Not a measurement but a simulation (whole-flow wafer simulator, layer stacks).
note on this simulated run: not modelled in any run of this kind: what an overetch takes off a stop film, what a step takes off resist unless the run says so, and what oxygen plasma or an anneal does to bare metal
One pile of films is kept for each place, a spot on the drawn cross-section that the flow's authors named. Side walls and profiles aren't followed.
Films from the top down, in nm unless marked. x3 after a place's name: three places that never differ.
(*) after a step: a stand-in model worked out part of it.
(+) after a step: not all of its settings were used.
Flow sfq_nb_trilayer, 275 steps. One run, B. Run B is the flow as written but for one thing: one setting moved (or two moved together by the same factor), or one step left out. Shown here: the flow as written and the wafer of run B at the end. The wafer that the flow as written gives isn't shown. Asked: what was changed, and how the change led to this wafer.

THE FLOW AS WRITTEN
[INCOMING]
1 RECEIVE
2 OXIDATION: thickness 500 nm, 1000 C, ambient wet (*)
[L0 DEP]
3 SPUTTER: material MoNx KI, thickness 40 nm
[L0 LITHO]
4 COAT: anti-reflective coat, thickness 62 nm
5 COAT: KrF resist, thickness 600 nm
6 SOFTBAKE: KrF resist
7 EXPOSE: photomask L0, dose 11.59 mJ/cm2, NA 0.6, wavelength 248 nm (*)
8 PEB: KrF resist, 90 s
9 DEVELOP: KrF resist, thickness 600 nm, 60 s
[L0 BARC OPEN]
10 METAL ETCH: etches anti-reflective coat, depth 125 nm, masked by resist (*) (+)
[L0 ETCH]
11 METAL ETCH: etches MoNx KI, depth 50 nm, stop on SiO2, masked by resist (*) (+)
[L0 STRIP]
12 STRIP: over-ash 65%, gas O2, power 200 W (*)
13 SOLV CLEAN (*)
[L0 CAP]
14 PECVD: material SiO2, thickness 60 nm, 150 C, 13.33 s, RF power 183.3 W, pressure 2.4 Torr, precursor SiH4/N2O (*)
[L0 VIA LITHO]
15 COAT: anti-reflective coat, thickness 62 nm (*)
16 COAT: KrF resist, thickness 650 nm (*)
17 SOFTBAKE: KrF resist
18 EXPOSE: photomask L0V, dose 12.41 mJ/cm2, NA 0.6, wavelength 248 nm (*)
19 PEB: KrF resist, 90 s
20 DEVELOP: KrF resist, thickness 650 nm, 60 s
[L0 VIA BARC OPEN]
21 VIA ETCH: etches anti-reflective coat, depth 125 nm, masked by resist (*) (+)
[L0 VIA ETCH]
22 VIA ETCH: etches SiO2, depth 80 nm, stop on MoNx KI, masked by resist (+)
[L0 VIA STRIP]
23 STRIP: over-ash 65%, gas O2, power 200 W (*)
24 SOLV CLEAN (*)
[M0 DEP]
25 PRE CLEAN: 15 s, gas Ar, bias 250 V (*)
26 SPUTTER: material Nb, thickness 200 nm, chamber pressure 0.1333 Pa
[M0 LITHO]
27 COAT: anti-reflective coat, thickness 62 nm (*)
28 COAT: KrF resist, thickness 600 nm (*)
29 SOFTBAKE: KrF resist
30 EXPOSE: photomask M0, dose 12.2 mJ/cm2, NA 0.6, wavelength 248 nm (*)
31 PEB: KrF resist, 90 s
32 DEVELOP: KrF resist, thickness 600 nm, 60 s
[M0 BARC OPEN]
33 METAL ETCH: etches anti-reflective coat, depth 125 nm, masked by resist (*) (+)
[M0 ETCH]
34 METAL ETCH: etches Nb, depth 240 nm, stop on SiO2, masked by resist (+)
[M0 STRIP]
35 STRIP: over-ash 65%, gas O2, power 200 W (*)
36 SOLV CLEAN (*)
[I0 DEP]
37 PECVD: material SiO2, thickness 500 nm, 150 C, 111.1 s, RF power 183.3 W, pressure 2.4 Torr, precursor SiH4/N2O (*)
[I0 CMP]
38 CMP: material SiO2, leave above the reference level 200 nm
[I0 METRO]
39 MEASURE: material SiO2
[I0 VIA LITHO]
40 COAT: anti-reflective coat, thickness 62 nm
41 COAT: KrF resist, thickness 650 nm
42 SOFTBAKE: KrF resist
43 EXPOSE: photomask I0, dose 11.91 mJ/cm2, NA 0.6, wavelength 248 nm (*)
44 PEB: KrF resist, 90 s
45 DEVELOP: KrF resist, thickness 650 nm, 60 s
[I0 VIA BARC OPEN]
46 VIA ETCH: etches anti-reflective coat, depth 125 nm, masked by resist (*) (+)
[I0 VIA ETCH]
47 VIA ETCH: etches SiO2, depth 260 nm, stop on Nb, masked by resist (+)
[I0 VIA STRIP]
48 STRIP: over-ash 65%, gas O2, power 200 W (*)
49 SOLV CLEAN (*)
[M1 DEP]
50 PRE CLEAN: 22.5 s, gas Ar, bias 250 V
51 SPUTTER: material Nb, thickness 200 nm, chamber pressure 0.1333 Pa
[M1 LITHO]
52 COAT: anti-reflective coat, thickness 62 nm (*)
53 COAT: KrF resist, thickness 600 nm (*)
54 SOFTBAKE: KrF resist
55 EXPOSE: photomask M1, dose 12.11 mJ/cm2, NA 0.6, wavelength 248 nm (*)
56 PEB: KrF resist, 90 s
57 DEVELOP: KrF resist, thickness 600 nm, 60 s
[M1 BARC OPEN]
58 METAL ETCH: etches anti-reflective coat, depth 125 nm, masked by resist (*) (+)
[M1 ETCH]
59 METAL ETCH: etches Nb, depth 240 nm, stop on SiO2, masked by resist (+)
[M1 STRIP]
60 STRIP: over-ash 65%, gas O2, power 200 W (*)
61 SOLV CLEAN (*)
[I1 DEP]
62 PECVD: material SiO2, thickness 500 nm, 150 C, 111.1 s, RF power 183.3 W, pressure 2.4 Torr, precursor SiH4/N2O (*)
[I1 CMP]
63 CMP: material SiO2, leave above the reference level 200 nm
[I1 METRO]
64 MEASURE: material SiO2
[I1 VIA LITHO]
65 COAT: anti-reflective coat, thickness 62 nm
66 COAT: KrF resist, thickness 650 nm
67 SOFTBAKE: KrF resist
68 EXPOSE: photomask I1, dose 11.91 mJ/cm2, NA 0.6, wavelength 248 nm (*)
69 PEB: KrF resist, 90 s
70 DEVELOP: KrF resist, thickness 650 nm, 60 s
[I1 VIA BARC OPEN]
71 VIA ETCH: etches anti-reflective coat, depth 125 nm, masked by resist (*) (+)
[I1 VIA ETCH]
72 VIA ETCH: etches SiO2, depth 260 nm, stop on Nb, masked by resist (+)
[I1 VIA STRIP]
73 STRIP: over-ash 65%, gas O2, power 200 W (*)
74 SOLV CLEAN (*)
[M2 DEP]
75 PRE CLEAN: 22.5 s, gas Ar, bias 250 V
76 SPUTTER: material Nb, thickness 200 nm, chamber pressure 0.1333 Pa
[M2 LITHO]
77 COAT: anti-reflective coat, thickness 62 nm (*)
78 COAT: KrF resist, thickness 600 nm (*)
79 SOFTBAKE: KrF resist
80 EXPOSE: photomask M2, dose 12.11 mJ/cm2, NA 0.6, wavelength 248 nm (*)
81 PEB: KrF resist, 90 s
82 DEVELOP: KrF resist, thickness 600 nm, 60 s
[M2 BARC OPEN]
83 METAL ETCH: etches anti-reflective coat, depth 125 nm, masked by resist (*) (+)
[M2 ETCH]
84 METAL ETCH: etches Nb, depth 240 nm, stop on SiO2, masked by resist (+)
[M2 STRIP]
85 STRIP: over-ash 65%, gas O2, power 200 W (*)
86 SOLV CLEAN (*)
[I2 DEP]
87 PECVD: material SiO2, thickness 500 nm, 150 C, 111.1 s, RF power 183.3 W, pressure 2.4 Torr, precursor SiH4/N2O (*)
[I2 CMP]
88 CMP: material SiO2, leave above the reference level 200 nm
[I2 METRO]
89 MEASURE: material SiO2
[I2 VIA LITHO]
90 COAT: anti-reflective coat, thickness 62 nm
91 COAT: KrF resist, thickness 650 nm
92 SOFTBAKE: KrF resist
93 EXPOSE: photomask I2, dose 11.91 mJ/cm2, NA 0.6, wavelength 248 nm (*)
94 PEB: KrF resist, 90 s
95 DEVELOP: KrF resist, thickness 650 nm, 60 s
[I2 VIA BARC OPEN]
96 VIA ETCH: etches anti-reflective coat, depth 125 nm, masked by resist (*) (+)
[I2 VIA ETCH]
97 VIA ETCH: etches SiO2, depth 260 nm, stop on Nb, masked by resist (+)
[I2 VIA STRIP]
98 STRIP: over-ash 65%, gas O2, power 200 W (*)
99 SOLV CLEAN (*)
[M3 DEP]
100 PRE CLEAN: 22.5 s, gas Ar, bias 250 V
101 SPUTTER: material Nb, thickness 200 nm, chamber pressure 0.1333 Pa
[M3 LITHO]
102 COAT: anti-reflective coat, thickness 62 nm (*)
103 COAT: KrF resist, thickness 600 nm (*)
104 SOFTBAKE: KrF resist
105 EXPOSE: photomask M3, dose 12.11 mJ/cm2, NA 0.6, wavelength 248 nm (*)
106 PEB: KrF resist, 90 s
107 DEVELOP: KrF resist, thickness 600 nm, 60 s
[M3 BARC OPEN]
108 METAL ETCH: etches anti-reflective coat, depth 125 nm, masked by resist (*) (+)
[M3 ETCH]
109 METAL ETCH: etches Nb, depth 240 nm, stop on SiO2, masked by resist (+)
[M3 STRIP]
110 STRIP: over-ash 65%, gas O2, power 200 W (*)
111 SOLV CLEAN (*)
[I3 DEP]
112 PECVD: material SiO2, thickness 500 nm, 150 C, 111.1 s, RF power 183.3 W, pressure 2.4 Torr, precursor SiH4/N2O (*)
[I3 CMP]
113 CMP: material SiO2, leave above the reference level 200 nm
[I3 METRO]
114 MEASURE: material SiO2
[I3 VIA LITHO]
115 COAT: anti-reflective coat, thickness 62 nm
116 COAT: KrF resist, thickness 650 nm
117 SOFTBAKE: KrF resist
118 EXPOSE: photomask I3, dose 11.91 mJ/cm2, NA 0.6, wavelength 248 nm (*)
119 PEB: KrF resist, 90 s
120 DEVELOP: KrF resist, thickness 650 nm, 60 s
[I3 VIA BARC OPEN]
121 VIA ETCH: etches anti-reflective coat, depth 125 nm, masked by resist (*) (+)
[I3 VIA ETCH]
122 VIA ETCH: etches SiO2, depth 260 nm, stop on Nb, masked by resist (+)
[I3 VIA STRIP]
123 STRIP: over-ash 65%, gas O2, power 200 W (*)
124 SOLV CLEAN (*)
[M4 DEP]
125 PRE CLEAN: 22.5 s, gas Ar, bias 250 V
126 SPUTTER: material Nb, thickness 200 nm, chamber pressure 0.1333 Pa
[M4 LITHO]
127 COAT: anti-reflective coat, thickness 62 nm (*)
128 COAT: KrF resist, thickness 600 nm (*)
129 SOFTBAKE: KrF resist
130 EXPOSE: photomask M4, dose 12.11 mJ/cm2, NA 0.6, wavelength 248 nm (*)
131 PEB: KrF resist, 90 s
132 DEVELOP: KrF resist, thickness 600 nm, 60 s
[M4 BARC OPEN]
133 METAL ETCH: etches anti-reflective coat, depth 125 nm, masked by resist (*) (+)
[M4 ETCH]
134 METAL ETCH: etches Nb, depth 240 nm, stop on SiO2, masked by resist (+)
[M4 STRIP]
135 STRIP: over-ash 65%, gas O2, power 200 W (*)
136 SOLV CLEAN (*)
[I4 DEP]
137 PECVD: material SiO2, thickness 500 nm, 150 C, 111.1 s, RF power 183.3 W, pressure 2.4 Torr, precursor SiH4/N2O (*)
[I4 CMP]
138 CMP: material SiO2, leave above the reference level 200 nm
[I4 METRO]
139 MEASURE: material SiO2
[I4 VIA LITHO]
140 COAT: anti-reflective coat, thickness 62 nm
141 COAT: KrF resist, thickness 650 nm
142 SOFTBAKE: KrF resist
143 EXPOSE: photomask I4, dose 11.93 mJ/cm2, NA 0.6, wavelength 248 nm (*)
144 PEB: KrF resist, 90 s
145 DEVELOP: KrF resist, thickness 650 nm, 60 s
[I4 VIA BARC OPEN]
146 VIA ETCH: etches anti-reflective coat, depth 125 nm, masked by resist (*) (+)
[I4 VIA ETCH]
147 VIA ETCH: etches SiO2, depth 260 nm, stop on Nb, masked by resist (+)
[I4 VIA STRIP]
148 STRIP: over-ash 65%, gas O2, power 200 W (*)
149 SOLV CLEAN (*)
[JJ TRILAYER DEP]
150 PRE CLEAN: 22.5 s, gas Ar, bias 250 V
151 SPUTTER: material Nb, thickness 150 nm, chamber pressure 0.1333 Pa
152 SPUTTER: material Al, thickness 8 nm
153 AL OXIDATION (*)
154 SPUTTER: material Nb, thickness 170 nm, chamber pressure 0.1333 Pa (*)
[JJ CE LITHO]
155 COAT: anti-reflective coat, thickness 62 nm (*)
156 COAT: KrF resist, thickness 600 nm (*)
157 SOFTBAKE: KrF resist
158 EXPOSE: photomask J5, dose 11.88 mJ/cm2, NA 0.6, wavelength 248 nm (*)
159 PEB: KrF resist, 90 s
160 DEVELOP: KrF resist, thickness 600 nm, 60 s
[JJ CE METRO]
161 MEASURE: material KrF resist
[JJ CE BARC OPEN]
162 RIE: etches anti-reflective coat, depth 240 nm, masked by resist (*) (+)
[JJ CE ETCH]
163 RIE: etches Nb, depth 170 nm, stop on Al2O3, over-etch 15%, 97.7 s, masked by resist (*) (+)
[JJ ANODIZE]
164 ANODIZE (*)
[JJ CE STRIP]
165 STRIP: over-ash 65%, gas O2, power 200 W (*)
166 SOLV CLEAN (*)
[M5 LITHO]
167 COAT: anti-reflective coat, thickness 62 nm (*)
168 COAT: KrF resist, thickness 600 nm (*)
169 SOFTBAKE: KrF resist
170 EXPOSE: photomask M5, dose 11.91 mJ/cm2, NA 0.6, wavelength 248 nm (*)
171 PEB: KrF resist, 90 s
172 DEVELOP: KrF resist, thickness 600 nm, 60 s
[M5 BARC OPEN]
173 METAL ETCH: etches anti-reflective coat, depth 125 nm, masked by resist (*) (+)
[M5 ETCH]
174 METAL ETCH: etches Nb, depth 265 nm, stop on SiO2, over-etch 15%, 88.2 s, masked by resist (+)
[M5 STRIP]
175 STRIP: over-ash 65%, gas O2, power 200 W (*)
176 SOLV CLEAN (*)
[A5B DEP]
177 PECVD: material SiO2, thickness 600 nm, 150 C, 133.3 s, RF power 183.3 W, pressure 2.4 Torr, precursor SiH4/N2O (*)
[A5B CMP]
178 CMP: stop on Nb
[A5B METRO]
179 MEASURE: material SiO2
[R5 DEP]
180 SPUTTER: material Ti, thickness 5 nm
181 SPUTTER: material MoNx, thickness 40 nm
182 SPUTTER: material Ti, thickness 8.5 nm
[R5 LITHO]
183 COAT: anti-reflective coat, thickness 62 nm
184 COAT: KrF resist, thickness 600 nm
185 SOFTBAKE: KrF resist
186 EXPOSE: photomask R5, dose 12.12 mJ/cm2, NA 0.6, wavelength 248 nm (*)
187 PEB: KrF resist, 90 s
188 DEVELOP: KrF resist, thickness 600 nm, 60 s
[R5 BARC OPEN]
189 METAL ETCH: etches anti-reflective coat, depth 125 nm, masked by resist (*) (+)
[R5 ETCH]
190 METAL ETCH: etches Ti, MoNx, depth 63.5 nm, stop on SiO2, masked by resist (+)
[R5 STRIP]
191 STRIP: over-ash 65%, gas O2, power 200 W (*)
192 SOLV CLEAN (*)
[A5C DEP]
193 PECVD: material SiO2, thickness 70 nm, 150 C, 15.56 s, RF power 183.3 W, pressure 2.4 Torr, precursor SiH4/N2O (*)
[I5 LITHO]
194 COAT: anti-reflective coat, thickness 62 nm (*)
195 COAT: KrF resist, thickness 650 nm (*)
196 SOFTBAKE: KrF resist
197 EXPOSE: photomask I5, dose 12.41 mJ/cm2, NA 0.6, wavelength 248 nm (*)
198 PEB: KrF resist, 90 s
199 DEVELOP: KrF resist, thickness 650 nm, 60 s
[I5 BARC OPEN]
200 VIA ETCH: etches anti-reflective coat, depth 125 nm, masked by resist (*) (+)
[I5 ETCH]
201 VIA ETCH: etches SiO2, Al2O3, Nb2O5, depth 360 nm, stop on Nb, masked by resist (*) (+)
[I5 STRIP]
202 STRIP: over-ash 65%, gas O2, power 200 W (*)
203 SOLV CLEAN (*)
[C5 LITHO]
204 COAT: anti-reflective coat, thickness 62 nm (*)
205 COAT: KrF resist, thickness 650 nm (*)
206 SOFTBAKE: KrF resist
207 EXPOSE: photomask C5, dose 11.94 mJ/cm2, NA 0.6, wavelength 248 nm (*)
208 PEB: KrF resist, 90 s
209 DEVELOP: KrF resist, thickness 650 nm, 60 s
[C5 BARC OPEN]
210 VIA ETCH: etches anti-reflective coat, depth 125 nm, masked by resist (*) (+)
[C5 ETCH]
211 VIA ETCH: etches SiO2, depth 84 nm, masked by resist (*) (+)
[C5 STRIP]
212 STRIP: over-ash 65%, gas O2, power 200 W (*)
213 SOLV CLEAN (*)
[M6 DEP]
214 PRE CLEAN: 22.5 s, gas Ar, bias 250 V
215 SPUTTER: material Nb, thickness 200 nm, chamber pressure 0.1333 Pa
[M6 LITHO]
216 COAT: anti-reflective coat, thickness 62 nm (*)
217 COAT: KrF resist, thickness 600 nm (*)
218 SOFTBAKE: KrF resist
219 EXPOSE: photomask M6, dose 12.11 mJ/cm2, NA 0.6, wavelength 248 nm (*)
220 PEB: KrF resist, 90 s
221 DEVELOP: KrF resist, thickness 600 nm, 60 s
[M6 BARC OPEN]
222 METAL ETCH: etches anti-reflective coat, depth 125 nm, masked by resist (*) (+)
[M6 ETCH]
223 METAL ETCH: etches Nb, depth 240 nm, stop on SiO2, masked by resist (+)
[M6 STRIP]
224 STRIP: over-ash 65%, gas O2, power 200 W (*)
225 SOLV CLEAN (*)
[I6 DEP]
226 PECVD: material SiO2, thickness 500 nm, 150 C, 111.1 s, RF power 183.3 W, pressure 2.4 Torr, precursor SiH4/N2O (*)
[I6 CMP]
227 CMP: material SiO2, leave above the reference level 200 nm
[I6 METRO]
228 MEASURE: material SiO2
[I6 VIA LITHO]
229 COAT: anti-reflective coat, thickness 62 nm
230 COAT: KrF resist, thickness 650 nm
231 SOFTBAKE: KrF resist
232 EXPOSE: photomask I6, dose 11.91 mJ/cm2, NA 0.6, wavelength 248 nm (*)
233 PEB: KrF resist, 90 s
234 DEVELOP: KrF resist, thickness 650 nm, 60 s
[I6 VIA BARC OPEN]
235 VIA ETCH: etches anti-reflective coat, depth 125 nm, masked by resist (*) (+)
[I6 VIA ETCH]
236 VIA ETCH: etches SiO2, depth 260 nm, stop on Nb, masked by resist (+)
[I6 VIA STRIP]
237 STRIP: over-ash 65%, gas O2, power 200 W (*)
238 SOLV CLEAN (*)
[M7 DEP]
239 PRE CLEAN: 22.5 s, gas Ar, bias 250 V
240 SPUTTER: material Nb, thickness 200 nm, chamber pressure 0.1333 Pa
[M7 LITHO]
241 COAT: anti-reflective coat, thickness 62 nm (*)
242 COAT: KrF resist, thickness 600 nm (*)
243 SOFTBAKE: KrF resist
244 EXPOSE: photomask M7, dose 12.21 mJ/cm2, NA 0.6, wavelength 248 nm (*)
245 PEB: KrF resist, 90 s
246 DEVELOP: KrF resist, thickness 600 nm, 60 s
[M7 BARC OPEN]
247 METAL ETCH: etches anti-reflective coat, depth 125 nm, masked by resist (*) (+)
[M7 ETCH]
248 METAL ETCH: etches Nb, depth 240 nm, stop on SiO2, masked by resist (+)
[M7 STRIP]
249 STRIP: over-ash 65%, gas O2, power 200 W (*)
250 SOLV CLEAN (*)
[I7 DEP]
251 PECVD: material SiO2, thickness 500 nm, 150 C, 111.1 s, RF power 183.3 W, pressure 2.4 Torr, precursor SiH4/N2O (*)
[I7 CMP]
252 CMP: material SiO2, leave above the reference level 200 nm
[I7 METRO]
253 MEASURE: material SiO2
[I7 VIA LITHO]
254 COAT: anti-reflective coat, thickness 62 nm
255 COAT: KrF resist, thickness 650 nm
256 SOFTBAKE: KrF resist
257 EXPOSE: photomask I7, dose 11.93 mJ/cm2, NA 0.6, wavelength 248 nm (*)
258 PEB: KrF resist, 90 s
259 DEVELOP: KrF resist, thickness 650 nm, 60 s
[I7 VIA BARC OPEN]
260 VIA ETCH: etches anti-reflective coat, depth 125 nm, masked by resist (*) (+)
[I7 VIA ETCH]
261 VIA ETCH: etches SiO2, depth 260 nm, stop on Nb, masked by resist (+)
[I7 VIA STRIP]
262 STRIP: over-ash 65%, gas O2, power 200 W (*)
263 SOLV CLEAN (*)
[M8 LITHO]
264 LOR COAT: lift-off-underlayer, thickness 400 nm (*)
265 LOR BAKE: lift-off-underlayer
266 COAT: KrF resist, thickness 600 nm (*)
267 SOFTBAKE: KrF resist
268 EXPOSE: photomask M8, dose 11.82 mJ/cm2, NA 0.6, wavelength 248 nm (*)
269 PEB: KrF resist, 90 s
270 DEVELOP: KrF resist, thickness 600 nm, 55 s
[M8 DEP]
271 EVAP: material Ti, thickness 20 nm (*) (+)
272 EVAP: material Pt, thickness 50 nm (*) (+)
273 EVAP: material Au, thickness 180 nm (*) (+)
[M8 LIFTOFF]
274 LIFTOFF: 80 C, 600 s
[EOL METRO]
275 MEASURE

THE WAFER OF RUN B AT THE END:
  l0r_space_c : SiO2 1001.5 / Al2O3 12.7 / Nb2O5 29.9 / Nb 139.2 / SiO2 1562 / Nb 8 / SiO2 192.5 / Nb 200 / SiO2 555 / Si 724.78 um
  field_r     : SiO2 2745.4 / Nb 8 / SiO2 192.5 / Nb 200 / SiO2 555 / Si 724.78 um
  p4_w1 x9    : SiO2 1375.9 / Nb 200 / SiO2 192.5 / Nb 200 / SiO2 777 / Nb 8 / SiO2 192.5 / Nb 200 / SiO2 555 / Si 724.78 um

The cause: step 59, METAL ETCH: depth 192 nm was run, where the flow has depth 240 nm.

How the change led to this, step by step:
  59 METAL ETCH: etches Nb, depth 240 nm, stop on SiO2, masked by resist (+)
      field_l, be, be_sur and 79 more: Nb -192 (as written it would be: Nb -200 (all of it))
      v_sur, via_wl, via_w and 21 more: KrF resist -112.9 (as written it would be: KrF resist -141.2)
  60 STRIP: over-ash 65%, gas O2, power 200 W (*)
      wl_j_sl, wl_jj, wl_j_sr and 13 more: KrF resist -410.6 (all of it), anti-reflective coat -62 (all of it) (as written it would be: KrF resist -382.4 (all of it), anti-reflective coat -62 (all of it))
      v_sur: KrF resist -394.1 (all of it), anti-reflective coat -61.1 (all of it) (as written it would be: KrF resist -365.9 (all of it), anti-reflective coat -61.1 (all of it))
      (and at 7 more places)
  62 PECVD: material SiO2, thickness 500 nm, 150 C, 111.1 s, RF power 183.3 W, pressure 2.4 Torr, precursor SiH4/N2O (*)
      field_l, be, be_sur and 72 more: SiO2 +500 (new film) (as written it would be: SiO2 +500)
      lsp_m, ln_m6, lsp_r, l0_sur, l0v: SiO2 +500 (new film) (as written it would be: SiO2 +494.9)
      (and at 2 more places)
  63 CMP: material SiO2, leave above the reference level 200 nm
      field_l, be, be_sur and 72 more: SiO2 -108 (as written it would be: SiO2 -100)
      lsp_m, ln_m6, lsp_r, l0_sur, l0v: SiO2 -108 (as written it would be: SiO2 -94.9)
Counting metal films that touch as one body, l0r_space_c has 3 bodies (between them, from the top down: SiO2 1562; SiO2 192.5); the flow as written gives 2 bodies (between them, from the top down: SiO2 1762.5).
Counting metal films that touch as one body, field_r has 2 bodies (between them, from the top down: SiO2 192.5); the flow as written gives 1 body.
Counting metal films that touch as one body, p4_w1 x9 has 4 bodies (between them, from the top down: SiO2 192.5; SiO2 777; SiO2 192.5); the flow as written gives 3 bodies (between them, from the top down: SiO2 192.5; SiO2 977.5).
